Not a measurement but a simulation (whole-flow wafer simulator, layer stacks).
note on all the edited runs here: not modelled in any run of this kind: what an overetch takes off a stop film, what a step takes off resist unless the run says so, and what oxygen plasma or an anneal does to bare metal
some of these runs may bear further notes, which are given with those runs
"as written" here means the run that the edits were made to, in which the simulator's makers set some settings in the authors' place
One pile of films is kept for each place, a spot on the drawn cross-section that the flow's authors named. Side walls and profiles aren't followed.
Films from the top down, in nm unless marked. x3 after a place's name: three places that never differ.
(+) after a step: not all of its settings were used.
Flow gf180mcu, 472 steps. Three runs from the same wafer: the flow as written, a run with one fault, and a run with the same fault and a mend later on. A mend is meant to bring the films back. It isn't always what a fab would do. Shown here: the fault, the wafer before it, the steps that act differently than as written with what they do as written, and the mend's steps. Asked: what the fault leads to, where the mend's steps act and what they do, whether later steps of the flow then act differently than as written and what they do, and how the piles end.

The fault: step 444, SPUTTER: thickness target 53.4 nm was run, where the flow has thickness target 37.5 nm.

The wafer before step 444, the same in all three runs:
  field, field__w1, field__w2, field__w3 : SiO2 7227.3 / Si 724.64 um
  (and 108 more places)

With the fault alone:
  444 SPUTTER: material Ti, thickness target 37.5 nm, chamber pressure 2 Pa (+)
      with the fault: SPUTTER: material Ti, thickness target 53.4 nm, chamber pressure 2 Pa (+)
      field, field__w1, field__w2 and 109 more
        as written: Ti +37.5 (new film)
        with the fault: Ti +53.4 (new film)
  Later steps of the flow that act differently than as written (4 more steps differ only slightly, by at most 2% or 0.5 nm, whichever is larger, and aren't shown):
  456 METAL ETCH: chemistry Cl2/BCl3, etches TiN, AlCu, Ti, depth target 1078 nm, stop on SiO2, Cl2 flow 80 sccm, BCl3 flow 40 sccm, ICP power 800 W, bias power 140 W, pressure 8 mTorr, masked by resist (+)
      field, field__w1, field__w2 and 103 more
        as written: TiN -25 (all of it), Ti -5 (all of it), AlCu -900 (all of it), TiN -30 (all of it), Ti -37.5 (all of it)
        with the fault: TiN -25 (all of it), Ti -5 (all of it), AlCu -900 (all of it), TiN -30 (all of it), Ti -53.4 (all of it)
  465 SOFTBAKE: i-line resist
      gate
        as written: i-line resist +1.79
        with the fault: i-line resist -0.23
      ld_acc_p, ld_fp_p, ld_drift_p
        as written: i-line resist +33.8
        with the fault: i-line resist +27.6
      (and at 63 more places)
  At the end the piles differ from the flow's by more than 2% or 0.5 nm, whichever is larger, at field__w8, contact, m1, m1__w1, pad, m1_nw.
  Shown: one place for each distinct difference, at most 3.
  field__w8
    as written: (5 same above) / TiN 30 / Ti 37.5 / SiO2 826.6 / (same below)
    with the fault: (5 same above) / TiN 30 / Ti 53.4 / SiO2 826.6 / (same below)
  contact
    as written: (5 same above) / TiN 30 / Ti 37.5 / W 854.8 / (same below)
    with the fault: (5 same above) / TiN 30 / Ti 53.4 / W 854.8 / (same below)
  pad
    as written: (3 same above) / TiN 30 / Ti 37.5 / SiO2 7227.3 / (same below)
    with the fault: (3 same above) / TiN 30 / Ti 53.4 / SiO2 7227.3 / (same below)

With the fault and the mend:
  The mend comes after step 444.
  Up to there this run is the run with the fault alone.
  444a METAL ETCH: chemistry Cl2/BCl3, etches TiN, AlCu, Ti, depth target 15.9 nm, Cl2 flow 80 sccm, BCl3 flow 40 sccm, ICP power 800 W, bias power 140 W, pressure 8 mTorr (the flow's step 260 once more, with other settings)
      field, field__w1, field__w2 and 109 more
        Ti -15.9
  No later step of the flow acts differently than as written at any place that is followed.
  At the end the piles are the same as the flow's at every place that both follow.
